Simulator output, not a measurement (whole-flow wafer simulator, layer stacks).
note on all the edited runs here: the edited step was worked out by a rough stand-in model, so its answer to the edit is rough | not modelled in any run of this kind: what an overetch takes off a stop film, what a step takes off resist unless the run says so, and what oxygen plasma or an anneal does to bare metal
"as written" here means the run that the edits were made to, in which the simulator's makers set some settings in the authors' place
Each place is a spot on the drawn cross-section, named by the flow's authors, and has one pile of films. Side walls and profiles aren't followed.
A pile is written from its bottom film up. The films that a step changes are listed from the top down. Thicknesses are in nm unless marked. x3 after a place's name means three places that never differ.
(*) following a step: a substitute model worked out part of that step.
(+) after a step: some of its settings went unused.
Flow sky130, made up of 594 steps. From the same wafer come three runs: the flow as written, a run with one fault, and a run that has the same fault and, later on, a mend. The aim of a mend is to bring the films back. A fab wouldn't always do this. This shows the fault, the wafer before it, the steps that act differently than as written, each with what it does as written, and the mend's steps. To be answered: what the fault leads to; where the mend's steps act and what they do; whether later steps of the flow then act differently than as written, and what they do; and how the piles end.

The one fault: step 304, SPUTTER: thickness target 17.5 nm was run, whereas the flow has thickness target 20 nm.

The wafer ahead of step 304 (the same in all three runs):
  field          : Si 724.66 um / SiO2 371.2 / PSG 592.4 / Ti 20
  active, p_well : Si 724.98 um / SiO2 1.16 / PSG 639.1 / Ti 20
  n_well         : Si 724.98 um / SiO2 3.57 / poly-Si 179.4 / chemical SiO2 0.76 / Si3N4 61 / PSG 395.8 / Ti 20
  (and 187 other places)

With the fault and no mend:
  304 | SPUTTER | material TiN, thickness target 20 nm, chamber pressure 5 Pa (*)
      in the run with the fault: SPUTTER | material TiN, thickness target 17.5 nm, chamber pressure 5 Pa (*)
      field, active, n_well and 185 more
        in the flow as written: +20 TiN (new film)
        in the run with the fault: +17.5 TiN (new film)
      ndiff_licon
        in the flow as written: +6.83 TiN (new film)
        in the run with the fault: +6 TiN (new film)
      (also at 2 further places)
  Later steps of the flow acting differently than as written (not shown: 1 more step that differs only slightly, by at most 2% or 0.5 nm, whichever is larger):
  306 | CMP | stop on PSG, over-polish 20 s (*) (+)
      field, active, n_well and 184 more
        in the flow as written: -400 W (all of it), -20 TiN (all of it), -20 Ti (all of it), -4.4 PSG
        in the run with the fault: -400 W (all of it), -17.5 TiN (all of it), -20 Ti (all of it), -4.4 PSG
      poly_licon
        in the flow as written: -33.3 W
        in the run with the fault: -30.8 W
  At poly_licon, ndiff_licon, ndiff_licon_cpp, rpo_hd_licon, the piles at the end differ from the flow's by more than 2% or 0.5 nm, whichever is larger.
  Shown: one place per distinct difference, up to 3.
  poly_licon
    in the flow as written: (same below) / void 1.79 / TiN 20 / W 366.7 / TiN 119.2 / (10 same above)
    in the run with the fault: (same below) / void 1.79 / TiN 17.5 / W 369.2 / TiN 119.2 / (10 same above)
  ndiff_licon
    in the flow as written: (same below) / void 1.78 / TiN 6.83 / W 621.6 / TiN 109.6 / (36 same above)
    in the run with the fault: (same below) / void 1.78 / TiN 6 / W 622.5 / TiN 109.6 / (36 same above)
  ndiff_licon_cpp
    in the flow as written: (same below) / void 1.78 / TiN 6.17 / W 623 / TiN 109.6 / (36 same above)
    in the run with the fault: (same below) / void 1.78 / TiN 5.42 / W 623.7 / TiN 109.6 / (36 same above)

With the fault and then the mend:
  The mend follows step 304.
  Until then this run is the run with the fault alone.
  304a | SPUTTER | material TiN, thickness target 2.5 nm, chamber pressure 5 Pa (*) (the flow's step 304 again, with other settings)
      field, active, n_well and 185 more
        +2.5 TiN
      ndiff_licon
        +0.83 TiN
      ndiff_licon_cpp
        +0.75 TiN
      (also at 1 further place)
  Later steps of the flow that are run all act as written at every place that is followed, up to a difference of at most 2% or 0.5 nm, whichever is larger.
  The piles end only slightly different from the flow's at the places that both follow, by no more than 2% or 0.5 nm, whichever is larger.
